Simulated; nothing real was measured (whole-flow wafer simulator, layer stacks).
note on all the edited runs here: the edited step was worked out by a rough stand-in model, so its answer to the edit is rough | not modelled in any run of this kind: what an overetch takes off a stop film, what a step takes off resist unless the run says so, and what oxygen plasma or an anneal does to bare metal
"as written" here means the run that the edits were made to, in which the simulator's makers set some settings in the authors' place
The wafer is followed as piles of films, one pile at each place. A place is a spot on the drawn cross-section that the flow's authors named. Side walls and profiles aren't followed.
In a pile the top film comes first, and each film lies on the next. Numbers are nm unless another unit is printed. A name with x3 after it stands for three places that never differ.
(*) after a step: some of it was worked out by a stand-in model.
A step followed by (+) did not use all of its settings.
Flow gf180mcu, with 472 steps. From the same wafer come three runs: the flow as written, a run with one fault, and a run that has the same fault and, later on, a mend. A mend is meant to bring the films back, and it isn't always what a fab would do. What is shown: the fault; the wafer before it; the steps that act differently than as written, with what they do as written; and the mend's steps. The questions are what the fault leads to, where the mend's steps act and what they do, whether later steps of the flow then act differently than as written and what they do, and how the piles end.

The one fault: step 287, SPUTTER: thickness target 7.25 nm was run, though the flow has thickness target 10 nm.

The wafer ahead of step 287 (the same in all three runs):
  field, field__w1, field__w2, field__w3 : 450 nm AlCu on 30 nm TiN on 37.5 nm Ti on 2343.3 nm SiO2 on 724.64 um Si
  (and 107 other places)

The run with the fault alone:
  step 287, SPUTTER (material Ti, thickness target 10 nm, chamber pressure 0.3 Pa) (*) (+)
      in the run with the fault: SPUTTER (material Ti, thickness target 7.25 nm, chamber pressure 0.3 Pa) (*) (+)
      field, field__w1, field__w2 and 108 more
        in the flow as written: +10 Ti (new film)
        in the run with the fault: +7.25 Ti (new film)
  Later steps of the flow acting differently than as written (5 more steps, not shown, differ only slightly: by at most 2% or 0.5 nm, whichever is larger):
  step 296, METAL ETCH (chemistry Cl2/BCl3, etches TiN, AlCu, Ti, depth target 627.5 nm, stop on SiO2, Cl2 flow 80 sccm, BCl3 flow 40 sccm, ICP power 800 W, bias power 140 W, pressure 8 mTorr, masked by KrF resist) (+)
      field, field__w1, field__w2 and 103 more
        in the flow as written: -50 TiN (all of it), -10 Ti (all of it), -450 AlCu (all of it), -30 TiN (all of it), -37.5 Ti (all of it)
        in the run with the fault: -50 TiN (all of it), -7.25 Ti (all of it), -450 AlCu (all of it), -30 TiN (all of it), -37.5 Ti (all of it)
  The piles end different from the flow's at field__w8, contact, m1, m1__w1, m1_nw by more than 2% or 0.5 nm, whichever is larger.
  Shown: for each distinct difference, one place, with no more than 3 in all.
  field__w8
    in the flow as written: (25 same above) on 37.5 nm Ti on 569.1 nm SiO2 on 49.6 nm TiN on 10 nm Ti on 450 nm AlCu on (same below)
    in the run with the fault: (25 same above) on 37.5 nm Ti on 571.9 nm SiO2 on 49.6 nm TiN on 7.25 nm Ti on 450 nm AlCu on (same below)
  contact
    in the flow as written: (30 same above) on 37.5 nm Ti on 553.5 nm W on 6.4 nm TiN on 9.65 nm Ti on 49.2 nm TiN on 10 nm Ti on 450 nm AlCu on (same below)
    in the run with the fault: (30 same above) on 37.5 nm Ti on 556.3 nm W on 6.39 nm TiN on 9.64 nm Ti on 49.2 nm TiN on 7.25 nm Ti on 450 nm AlCu on (same below)

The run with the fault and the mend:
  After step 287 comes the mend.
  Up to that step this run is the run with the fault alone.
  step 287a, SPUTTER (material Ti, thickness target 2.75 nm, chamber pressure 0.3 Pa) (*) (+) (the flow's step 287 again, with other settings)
      field, field__w1, field__w2 and 108 more
        +2.75 Ti
  Every later step of the flow that is run acts as written at every place that is followed.
  The piles end the same as the flow's at every place that both follow.
